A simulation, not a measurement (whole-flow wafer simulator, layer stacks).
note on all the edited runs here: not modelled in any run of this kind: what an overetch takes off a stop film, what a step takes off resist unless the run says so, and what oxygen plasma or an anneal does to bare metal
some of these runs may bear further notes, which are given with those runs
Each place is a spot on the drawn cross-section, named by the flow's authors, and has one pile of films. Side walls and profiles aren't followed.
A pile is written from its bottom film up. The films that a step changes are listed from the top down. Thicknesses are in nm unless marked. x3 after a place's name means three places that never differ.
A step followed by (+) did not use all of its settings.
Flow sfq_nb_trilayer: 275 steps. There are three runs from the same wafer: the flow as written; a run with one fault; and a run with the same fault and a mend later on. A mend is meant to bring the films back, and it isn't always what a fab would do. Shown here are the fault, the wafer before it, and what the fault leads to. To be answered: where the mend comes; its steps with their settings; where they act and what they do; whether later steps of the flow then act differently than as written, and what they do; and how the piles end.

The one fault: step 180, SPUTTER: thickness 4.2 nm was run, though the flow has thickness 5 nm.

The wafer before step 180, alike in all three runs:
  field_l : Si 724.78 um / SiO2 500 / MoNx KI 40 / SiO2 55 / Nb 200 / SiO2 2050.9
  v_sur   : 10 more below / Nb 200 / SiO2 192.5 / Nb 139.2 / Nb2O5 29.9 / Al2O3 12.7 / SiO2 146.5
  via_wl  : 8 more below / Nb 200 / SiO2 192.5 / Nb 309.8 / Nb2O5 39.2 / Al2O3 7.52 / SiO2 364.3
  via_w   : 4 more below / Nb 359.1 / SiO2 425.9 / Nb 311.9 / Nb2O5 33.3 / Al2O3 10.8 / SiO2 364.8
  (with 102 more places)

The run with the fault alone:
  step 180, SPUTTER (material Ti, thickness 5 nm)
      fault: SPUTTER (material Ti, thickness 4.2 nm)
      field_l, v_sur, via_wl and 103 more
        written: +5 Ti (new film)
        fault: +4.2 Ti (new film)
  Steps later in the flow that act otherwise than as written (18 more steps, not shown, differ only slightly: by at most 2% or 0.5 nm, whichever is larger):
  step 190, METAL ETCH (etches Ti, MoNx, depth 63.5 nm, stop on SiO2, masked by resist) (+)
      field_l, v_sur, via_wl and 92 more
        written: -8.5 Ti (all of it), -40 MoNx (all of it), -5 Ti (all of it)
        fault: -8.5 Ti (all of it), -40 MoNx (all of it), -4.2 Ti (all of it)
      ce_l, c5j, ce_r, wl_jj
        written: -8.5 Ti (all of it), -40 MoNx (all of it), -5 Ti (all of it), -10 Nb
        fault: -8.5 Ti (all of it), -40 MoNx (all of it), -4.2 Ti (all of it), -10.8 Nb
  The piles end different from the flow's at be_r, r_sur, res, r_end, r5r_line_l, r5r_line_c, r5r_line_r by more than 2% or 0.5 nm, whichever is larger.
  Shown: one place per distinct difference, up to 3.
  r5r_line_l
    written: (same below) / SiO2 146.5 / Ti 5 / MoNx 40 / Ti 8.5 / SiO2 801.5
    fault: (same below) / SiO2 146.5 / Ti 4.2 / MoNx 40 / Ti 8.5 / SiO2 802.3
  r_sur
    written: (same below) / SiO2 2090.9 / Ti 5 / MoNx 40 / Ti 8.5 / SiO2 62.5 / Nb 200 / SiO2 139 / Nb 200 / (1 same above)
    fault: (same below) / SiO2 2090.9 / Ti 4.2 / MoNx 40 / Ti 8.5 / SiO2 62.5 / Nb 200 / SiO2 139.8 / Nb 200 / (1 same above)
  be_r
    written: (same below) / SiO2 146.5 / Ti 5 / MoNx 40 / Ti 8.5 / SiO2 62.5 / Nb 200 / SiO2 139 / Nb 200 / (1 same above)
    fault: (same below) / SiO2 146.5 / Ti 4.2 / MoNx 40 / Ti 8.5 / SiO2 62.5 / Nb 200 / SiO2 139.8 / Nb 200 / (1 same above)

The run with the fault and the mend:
  After step 180 comes the mend.
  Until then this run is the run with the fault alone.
  step 180a, SPUTTER (material Ti, thickness 0.8 nm) (a further turn of the flow's step 180, with different settings)
      field_l, v_sur, via_wl and 103 more
        +0.8 Ti
  Later steps of the flow that are run all act as written at every place that is followed.
  By the end, the piles equal the flow's at every place that both follow.
